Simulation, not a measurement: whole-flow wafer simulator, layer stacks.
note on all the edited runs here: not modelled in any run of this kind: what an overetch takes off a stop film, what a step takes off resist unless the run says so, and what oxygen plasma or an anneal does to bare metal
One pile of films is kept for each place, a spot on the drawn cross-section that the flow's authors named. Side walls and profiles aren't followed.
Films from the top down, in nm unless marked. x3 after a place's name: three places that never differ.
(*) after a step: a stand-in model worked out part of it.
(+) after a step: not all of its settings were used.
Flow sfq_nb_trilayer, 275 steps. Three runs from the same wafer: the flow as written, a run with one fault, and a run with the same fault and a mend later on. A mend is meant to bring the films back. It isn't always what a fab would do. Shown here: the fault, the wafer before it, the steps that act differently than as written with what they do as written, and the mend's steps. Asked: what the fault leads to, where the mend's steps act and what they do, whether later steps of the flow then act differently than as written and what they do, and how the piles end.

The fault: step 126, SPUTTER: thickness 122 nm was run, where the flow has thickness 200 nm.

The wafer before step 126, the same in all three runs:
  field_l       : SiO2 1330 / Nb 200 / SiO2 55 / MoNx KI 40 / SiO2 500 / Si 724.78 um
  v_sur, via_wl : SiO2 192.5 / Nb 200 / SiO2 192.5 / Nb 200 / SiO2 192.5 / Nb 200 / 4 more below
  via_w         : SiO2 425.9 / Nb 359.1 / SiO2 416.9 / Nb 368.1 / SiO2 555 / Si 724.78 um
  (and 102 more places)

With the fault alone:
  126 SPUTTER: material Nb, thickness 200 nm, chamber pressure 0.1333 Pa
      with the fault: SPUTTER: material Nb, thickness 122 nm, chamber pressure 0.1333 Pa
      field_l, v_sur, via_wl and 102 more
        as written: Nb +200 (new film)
        with the fault: Nb +122 (new film)
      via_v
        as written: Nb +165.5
        with the fault: Nb +100.6
  Later steps of the flow that act differently than as written (6 more steps differ only slightly, by at most 2% or 0.5 nm, whichever is larger, and aren't shown):
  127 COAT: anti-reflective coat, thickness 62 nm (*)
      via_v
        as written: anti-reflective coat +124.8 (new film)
        with the fault: anti-reflective coat +120.9 (new film)
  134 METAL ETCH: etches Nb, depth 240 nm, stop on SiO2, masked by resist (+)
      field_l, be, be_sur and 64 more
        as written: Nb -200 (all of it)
        with the fault: Nb -122 (all of it)
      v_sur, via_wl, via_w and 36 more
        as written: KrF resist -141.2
        with the fault: KrF resist -107.6
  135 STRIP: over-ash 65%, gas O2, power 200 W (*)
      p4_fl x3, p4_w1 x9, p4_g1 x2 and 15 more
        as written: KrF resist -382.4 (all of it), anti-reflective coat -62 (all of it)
        with the fault: KrF resist -415.9 (all of it), anti-reflective coat -62 (all of it)
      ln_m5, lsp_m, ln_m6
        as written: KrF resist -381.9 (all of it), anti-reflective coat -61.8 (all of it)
        with the fault: KrF resist -415.5 (all of it), anti-reflective coat -61.8 (all of it)
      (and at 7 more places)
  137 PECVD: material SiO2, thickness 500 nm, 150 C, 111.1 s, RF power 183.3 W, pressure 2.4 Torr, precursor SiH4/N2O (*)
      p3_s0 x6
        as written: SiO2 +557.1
        with the fault: SiO2 +500
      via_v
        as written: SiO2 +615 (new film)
        with the fault: SiO2 +593.4 (new film)
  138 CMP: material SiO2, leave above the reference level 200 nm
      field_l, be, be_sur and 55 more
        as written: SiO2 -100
        with the fault: SiO2 -178
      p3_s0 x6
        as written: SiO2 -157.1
        with the fault: SiO2 -178
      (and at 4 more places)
  At the end the piles differ from the flow's by more than 2% or 0.5 nm, whichever is larger, at field_l, v_sur, via_wl and 103 more.
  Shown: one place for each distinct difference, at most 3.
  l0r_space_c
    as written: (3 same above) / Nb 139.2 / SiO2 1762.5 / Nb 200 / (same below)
    with the fault: (3 same above) / Nb 139.2 / SiO2 1684.5 / Nb 200 / (same below)
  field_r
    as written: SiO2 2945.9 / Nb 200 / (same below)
    with the fault: SiO2 2867.9 / Nb 200 / (same below)
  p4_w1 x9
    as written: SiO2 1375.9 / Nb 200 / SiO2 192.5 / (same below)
    with the fault: SiO2 1375.9 / Nb 122 / SiO2 192.5 / (same below)

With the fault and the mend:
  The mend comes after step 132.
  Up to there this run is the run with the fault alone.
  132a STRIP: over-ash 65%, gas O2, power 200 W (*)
      p3_s0 x6, p3_fr x3, wl_d_sl and 38 more
        anti-reflective coat -62 (all of it)
      p4_fl x3, p4_w1 x9, p4_g1 x2 and 15 more
        KrF resist -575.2 (all of it), anti-reflective coat -62 (all of it)
      moat, field_r, lsp_l, lsp_r, l0_sur, l0v
        anti-reflective coat -61.8 (all of it)
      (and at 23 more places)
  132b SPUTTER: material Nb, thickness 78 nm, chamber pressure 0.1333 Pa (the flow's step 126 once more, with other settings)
      field_l, v_sur, via_wl and 102 more
        Nb +78
      via_v
        Nb +62.6
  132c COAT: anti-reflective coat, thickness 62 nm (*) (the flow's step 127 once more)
      p4_fl x3, p4_w1 x9, p4_g1 x2 and 63 more
        anti-reflective coat +62 (new film)
      moat, field_r, lsp_l and 6 more
        anti-reflective coat +61.8 (new film)
      be_r, r_sur, res, r_end
        anti-reflective coat +61.7 (new film)
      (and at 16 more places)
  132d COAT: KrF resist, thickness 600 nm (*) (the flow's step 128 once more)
      p4_fl x3, p4_w1 x9, p4_g1 x2 and 63 more
        KrF resist +600 (new film)
      field_r, lsp_l, ln_m5, lsp_m, l0v
        KrF resist +599.5 (new film)
      ln_m6, lsp_r, l0_sur
        KrF resist +599.6 (new film)
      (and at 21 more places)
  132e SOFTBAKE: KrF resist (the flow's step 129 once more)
      changes no film at any place that is followed
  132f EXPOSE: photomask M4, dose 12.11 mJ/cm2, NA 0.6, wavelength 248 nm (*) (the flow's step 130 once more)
      changes no film at any place that is followed
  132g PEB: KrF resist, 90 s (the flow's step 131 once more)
      field_l, v_sur, via_wl and 97 more
        KrF resist -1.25
      via_w, via_wr, via_sp, wire, be
        KrF resist -1.24
      via_v
        KrF resist -1.61
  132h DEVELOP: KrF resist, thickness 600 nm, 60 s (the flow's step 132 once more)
      p3_s0 x6, p3_fr x3, wl_d_sl and 38 more
        KrF resist -598.7 (all of it)
      v_sur, via_wl, via_w and 36 more
        KrF resist -23.5
      moat, field_r, lsp_l
        KrF resist -598.2 (all of it)
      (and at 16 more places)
  No later step of the flow acts differently than as written, at any place that is followed, by more than 2% or 0.5 nm, whichever is larger.
  At the end the piles differ from the flow's only slightly at the places that both follow, by at most 2% or 0.5 nm, whichever is larger.
